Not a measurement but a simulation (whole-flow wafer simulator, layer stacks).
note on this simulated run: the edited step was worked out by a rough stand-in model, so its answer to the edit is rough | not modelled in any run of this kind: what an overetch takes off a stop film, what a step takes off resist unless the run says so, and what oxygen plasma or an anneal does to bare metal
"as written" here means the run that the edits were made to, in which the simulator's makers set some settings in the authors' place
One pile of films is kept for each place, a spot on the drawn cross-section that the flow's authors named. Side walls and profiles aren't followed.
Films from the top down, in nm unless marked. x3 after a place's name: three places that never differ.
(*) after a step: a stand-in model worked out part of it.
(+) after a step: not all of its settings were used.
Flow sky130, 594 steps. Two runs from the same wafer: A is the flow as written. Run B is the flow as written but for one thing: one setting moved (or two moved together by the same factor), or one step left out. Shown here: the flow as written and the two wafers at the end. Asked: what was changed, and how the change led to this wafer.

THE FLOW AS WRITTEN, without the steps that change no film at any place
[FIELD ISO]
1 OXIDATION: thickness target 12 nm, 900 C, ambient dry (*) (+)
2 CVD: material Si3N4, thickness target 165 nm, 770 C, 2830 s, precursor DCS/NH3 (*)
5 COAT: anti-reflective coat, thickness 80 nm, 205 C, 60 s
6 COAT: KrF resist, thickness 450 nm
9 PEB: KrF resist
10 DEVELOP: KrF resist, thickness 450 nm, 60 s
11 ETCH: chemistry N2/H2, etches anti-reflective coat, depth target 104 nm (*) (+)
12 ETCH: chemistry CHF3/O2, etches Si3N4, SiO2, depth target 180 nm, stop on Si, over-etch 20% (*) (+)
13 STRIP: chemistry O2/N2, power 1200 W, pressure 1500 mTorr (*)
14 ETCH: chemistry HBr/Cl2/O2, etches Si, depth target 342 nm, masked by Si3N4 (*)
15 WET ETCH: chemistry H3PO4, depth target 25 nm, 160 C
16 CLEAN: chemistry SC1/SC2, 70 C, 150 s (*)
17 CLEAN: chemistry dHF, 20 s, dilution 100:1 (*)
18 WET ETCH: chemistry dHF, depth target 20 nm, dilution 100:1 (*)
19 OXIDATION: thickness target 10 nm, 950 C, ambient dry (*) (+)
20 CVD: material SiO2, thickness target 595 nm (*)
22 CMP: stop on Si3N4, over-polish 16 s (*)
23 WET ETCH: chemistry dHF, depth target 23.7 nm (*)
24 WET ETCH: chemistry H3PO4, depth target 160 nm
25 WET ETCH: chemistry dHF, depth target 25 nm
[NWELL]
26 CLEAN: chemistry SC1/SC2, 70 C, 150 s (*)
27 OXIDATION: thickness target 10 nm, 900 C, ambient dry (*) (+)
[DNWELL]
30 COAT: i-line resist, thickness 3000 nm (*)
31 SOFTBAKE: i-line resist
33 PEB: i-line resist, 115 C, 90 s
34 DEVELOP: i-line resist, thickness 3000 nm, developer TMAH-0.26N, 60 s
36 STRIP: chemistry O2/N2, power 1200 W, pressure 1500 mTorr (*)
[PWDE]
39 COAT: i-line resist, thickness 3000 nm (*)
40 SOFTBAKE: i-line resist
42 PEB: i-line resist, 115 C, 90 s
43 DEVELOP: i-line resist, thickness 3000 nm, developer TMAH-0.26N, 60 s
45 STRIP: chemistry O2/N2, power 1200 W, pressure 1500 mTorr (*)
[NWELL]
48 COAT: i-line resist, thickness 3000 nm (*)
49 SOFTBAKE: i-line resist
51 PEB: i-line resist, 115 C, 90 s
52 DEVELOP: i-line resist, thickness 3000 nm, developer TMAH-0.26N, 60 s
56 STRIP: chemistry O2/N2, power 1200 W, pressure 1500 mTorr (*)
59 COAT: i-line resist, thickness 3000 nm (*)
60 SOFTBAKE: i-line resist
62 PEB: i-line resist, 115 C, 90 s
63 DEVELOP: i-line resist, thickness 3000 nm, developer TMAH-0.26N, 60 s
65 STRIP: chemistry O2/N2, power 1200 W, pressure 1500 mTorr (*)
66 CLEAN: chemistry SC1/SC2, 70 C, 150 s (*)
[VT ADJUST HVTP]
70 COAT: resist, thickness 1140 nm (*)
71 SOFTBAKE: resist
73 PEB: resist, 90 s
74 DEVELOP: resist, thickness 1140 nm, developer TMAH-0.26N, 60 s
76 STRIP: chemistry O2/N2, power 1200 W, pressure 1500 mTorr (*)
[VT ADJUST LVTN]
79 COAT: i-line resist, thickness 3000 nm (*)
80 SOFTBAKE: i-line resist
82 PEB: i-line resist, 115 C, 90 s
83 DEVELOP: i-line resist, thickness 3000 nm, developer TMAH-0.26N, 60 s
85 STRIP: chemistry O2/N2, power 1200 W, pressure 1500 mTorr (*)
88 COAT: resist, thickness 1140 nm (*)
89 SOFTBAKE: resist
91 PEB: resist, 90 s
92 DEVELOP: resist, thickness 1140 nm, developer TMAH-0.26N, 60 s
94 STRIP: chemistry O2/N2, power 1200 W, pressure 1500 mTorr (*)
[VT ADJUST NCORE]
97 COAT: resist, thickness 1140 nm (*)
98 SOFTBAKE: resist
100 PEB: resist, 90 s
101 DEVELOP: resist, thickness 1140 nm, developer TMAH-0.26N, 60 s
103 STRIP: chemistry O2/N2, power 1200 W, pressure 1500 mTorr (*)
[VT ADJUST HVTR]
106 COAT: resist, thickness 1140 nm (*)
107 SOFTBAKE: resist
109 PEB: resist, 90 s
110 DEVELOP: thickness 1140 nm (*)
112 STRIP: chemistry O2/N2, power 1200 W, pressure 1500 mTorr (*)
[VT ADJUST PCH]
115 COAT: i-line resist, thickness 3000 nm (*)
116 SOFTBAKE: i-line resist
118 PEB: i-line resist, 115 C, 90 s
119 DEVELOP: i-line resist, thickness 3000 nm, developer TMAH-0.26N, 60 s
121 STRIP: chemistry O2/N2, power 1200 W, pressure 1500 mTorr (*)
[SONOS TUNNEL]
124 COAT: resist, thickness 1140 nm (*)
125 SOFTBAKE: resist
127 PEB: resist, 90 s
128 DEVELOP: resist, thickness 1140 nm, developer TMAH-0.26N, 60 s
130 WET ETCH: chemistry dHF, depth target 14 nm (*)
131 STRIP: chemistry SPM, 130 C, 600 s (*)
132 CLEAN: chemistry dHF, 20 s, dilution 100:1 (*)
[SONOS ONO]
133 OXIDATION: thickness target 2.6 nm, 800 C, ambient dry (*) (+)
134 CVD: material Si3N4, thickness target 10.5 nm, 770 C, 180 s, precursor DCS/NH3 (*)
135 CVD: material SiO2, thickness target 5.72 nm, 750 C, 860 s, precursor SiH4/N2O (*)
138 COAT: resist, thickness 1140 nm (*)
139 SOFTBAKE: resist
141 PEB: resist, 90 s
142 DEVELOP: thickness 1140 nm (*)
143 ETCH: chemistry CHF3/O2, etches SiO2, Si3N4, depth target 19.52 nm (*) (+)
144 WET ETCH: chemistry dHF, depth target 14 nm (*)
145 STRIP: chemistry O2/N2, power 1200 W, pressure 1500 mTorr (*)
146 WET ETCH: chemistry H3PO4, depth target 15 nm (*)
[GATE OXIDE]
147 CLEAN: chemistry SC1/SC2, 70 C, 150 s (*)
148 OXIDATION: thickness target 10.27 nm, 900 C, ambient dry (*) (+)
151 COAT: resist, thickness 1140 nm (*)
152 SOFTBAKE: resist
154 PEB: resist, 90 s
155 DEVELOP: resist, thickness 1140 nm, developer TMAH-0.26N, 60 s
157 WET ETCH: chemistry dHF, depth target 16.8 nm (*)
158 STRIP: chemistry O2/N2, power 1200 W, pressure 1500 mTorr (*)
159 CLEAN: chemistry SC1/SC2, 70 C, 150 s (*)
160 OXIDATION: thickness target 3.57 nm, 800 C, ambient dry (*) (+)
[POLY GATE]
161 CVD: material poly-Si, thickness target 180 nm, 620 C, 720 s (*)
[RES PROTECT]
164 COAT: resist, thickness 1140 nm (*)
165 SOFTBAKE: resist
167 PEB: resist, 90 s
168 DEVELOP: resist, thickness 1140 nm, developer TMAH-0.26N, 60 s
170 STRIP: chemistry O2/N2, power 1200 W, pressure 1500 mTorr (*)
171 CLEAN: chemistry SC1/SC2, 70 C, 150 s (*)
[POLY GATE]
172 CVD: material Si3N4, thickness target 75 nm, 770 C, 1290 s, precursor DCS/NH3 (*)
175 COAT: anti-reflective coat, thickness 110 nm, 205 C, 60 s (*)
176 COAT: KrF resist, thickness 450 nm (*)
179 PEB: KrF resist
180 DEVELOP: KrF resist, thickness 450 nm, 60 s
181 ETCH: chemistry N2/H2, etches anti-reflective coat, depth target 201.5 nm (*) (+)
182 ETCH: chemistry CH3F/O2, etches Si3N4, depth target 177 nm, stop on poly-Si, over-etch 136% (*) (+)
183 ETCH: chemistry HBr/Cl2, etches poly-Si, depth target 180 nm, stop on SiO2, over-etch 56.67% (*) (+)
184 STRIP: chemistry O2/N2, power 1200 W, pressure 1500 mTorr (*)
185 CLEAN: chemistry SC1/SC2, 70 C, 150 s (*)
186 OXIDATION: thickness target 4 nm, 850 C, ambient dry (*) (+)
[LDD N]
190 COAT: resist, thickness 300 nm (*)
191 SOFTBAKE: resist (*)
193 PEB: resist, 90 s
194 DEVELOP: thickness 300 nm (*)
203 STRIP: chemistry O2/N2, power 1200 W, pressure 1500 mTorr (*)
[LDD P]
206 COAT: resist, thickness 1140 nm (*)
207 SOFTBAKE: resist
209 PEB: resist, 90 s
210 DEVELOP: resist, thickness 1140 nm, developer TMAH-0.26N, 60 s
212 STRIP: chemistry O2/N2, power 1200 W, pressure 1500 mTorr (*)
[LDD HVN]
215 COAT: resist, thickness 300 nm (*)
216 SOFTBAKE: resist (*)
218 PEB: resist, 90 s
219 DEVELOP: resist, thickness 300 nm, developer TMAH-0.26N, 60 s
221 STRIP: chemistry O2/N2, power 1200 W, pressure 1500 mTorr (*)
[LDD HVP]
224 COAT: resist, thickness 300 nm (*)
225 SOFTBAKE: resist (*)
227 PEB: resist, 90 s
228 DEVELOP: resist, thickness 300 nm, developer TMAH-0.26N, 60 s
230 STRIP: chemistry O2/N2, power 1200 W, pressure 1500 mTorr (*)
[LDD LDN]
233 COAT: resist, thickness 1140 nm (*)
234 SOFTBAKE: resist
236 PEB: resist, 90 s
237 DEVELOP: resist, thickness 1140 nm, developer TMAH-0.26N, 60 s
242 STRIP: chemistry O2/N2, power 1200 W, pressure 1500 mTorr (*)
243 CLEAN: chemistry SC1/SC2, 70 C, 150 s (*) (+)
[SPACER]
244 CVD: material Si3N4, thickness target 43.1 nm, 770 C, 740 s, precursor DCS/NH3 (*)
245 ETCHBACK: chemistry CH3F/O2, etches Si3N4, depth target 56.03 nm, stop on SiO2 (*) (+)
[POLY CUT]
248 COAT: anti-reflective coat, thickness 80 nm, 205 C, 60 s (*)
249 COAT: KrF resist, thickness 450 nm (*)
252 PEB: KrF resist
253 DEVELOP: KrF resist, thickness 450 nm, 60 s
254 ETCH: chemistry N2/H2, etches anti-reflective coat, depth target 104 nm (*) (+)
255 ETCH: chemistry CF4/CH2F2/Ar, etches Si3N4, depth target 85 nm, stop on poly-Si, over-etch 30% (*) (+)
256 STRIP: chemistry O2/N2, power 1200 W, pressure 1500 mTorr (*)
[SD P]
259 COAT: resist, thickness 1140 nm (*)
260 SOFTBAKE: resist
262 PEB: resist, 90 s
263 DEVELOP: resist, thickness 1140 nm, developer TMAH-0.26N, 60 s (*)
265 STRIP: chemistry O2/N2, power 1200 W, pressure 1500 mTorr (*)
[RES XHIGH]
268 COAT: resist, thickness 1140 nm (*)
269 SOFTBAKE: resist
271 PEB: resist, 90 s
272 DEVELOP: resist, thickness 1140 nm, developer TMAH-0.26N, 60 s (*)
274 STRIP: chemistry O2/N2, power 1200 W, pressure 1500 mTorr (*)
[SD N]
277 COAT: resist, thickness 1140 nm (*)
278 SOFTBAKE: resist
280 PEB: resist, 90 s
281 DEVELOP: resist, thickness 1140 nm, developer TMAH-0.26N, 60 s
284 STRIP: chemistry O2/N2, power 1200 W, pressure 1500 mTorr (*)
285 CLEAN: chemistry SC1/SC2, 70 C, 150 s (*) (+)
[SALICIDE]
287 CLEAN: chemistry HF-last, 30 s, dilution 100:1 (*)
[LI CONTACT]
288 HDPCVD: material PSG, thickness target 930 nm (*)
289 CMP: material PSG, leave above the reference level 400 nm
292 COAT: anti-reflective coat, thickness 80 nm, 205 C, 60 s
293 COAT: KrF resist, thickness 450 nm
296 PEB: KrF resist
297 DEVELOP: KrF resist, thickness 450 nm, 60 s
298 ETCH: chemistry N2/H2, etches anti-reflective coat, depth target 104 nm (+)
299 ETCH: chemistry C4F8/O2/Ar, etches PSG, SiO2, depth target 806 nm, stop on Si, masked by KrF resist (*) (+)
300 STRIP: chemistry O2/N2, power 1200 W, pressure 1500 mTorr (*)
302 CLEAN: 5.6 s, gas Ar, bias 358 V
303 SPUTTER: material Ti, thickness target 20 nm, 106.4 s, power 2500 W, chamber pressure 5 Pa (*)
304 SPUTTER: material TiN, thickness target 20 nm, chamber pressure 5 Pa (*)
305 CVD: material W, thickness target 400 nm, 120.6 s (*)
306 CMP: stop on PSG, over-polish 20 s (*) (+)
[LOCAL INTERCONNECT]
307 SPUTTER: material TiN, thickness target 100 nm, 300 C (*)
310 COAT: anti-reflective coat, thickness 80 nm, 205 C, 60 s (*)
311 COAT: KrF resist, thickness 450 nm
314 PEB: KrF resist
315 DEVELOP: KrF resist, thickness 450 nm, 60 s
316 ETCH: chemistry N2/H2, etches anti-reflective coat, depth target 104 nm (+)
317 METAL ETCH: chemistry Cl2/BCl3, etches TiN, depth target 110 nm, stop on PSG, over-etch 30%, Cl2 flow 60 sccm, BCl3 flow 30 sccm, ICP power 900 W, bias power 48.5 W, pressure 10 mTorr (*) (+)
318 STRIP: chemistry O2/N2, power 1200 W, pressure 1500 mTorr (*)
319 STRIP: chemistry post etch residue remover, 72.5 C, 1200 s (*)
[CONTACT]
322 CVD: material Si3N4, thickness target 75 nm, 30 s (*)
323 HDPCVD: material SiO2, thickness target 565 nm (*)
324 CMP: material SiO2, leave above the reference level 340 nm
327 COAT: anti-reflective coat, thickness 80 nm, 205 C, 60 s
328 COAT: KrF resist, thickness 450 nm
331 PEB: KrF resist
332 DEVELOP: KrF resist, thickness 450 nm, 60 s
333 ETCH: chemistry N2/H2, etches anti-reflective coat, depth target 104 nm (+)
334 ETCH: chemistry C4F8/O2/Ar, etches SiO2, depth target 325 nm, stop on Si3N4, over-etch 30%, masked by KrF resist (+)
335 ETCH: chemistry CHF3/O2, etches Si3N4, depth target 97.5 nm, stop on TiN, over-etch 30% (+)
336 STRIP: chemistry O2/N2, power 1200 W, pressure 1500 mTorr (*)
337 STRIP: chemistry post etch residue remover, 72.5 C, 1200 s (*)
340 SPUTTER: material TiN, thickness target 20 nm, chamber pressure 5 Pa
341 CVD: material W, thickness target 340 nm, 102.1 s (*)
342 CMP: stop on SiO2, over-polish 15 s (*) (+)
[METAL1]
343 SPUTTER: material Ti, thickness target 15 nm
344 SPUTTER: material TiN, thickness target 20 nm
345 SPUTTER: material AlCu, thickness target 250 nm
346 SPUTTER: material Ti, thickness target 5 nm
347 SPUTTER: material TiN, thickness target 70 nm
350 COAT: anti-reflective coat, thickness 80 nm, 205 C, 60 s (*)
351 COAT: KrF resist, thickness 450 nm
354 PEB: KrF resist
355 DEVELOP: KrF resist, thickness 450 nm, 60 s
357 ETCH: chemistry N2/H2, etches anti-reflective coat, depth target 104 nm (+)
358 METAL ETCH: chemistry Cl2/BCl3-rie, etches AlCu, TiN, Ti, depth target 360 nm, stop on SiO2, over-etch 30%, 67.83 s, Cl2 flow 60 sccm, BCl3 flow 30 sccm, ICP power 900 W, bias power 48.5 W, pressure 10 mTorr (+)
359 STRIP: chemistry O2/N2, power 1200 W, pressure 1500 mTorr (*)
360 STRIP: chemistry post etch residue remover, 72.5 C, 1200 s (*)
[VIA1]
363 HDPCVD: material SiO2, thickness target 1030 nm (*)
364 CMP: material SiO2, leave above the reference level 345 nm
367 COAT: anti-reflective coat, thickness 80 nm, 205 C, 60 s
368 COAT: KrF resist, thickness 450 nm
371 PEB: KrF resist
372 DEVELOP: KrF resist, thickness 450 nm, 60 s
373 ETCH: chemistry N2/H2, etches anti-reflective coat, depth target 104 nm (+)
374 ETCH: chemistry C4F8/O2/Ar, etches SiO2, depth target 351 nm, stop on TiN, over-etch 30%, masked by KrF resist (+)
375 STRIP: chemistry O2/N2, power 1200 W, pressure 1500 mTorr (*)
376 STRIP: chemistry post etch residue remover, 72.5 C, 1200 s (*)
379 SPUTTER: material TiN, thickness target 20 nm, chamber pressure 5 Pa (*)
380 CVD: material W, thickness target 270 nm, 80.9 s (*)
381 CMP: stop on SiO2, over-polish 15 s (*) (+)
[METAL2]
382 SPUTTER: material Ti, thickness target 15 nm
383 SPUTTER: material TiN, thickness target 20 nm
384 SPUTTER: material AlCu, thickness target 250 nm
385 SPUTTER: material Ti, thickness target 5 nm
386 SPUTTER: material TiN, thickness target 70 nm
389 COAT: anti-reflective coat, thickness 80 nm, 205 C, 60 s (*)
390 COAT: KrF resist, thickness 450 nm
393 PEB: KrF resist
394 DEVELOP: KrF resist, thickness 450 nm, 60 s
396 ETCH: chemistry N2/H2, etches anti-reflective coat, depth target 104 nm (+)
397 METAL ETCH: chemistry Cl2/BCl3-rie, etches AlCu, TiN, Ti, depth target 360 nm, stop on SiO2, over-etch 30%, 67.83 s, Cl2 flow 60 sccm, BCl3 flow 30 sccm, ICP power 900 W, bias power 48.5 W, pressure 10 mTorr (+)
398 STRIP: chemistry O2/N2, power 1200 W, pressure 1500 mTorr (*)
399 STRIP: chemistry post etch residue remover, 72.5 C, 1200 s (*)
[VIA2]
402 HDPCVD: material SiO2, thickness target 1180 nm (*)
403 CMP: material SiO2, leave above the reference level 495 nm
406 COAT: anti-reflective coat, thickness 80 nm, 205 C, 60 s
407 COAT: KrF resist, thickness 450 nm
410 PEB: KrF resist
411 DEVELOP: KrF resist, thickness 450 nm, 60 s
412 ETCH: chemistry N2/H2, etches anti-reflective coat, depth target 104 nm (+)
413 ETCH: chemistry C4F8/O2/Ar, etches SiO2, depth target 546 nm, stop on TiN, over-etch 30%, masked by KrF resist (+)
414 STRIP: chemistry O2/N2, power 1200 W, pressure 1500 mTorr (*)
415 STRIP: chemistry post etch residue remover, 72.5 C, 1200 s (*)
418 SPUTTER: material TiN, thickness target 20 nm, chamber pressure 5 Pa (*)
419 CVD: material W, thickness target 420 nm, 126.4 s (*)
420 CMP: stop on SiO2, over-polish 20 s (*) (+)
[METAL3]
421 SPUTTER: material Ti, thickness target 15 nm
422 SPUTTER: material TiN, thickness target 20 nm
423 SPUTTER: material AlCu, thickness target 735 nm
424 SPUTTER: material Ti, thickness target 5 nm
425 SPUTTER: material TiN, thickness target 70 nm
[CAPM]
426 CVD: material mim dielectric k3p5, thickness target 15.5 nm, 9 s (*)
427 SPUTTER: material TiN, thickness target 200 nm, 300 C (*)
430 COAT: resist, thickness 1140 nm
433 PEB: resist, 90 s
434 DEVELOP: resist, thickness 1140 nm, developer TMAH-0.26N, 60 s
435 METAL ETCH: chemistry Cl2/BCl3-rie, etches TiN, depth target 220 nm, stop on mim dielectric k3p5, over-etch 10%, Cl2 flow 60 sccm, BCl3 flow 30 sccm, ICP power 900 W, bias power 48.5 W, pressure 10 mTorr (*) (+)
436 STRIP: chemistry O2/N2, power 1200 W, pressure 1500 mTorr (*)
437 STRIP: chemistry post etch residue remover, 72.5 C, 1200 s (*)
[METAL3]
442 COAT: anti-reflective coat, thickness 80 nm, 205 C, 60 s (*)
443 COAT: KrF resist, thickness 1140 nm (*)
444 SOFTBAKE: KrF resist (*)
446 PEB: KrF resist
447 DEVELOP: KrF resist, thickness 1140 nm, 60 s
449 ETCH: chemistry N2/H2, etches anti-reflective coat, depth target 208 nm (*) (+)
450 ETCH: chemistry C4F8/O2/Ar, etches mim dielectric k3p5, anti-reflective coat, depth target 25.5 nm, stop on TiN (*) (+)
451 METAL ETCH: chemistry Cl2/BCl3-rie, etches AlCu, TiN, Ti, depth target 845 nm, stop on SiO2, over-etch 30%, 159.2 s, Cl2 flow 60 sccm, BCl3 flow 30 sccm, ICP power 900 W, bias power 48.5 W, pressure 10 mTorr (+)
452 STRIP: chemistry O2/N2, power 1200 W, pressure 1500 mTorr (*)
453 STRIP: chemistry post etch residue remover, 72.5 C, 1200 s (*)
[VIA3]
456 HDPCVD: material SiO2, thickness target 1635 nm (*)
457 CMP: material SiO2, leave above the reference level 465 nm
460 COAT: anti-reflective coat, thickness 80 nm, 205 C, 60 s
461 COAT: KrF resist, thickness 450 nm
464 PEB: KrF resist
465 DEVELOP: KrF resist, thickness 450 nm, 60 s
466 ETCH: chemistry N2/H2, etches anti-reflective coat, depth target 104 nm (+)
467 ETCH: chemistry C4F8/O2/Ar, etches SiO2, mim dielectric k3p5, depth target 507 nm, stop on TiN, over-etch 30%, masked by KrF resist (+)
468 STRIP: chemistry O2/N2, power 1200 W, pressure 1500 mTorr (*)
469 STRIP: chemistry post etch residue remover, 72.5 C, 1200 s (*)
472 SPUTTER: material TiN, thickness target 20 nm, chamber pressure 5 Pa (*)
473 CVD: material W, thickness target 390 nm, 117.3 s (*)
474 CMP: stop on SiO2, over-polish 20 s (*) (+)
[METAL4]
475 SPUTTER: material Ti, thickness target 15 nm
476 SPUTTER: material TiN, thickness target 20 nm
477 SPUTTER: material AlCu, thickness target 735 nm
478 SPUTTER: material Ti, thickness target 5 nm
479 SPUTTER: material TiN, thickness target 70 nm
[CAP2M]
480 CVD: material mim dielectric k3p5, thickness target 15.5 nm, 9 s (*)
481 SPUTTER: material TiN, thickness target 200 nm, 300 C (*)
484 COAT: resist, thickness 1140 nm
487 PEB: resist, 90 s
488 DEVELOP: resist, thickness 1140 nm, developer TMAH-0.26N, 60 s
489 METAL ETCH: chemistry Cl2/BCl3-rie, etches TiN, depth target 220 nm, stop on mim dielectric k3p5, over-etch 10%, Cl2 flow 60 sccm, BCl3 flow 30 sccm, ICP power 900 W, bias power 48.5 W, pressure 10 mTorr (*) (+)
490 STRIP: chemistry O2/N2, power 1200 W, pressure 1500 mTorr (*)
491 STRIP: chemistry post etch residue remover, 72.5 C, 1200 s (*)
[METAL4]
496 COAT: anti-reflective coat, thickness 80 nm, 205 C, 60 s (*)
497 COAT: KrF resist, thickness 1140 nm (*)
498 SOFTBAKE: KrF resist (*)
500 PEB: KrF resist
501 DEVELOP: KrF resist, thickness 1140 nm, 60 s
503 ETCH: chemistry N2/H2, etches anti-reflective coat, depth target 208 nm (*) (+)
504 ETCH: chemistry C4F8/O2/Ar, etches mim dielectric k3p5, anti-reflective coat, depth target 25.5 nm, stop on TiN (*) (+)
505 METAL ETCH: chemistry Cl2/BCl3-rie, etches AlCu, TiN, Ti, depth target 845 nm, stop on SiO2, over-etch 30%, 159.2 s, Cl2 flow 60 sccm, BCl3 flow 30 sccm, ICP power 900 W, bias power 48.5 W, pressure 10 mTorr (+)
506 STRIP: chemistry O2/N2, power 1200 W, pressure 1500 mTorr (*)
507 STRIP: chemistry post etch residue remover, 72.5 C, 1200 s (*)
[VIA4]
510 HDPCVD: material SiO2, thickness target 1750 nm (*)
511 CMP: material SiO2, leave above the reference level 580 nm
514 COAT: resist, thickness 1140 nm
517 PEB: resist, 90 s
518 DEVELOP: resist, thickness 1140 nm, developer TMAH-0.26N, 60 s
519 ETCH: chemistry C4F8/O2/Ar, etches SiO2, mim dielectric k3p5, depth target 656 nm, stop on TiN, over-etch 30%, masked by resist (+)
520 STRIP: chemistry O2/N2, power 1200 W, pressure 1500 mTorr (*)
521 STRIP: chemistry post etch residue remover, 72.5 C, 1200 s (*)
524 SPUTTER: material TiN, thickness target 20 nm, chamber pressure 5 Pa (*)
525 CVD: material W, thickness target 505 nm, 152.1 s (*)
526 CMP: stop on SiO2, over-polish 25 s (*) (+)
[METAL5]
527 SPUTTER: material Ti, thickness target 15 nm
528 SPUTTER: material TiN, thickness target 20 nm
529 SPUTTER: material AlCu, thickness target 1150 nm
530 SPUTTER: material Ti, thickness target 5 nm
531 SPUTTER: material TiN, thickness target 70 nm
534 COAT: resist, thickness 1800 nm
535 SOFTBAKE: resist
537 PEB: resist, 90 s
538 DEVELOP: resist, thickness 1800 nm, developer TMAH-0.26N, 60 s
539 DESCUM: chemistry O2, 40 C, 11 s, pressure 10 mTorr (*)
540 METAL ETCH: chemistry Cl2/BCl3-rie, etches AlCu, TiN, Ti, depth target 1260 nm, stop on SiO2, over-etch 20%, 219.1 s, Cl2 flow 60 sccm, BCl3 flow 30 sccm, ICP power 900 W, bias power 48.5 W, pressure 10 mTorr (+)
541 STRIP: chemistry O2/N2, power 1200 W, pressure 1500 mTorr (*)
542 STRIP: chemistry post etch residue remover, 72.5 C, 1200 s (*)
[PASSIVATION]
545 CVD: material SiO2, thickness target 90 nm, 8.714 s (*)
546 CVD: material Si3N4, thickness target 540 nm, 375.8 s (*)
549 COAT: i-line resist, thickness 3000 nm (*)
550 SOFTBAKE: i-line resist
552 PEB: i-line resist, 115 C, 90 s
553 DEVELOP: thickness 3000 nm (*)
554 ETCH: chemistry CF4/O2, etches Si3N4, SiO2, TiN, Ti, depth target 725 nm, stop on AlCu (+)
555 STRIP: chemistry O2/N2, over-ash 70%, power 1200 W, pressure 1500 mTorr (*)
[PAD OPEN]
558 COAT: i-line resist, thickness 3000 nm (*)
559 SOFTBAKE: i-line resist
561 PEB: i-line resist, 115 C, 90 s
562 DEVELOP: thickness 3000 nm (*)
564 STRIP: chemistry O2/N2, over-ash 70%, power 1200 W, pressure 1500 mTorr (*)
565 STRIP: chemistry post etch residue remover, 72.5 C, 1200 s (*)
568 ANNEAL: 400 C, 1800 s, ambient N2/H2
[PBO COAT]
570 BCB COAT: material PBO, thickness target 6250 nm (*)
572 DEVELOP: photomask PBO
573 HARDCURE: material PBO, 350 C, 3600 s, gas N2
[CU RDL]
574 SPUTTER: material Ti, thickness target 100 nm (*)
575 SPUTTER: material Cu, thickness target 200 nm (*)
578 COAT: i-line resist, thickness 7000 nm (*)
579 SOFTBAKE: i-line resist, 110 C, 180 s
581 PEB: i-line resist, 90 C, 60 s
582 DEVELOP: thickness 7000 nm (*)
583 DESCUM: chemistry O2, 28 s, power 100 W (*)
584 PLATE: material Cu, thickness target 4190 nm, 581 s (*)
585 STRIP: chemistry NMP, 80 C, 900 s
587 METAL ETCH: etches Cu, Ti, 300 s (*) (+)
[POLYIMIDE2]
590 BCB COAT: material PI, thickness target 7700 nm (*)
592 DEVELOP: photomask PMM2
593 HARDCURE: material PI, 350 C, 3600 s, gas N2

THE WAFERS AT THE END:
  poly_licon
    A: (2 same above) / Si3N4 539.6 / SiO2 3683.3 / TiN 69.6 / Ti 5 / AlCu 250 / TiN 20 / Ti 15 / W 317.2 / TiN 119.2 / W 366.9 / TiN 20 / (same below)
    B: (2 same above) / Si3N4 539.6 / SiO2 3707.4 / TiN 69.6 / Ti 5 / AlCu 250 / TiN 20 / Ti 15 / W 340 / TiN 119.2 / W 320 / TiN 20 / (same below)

The cause: step 305, CVD: thickness target 320 nm was run, where the flow has thickness target 400 nm.

How the change led to this, step by step:
  305 CVD: material W, thickness target 400 nm, 120.6 s (*)
      field, active, n_well and 185 more: A W +400 (new film) | B W +320 (new film)
      ndiff_licon: A W +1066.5 (new film) | B W +986.5 (new film)
      (and at 2 more places)
  306 CMP: stop on PSG, over-polish 20 s (*) (+)
      poly_licon: A W -33.1 | B nothing
      field, active, n_well and 184 more: A W -400 (all of it), TiN -20 (all of it), Ti -20 (all of it), PSG -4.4 | B W -320 (all of it), TiN -20 (all of it), Ti -20 (all of it), PSG -4.4
      (and at 3 more places)
  310 COAT: anti-reflective coat, thickness 80 nm, 205 C, 60 s (*)
      poly_licon: A anti-reflective coat +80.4 (new film) | B anti-reflective coat +127.3 (new film)
  318 STRIP: chemistry O2/N2, power 1200 W, pressure 1500 mTorr (*)
      poly_licon: A KrF resist -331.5 (all of it), anti-reflective coat -80.4 (all of it) | B KrF resist -331.5 (all of it), anti-reflective coat -127.3 (all of it)
  324 CMP: material SiO2, leave above the reference level 340 nm
      poly_licon: A SiO2 -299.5 | B SiO2 -252.6
  334 ETCH: chemistry C4F8/O2/Ar, etches SiO2, depth target 325 nm, stop on Si3N4, over-etch 30%, masked by KrF resist (+)
      poly_licon: A SiO2 -264.9 (all of it) | B SiO2 -311.8 (all of it)
  342 CMP: stop on SiO2, over-polish 15 s (*) (+)
      poly_licon: A W -22.8 | B nothing
  350 COAT: anti-reflective coat, thickness 80 nm, 205 C, 60 s (*)
      poly_licon: A anti-reflective coat +80.4 (new film) | B anti-reflective coat +104.5 (new film)
  359 STRIP: chemistry O2/N2, power 1200 W, pressure 1500 mTorr (*)
      poly_licon: A KrF resist -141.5 (all of it), anti-reflective coat -80.4 (all of it) | B KrF resist -141.5 (all of it), anti-reflective coat -104.5 (all of it)
  364 CMP: material SiO2, leave above the reference level 345 nm
      poly_licon: A SiO2 -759 | B SiO2 -735
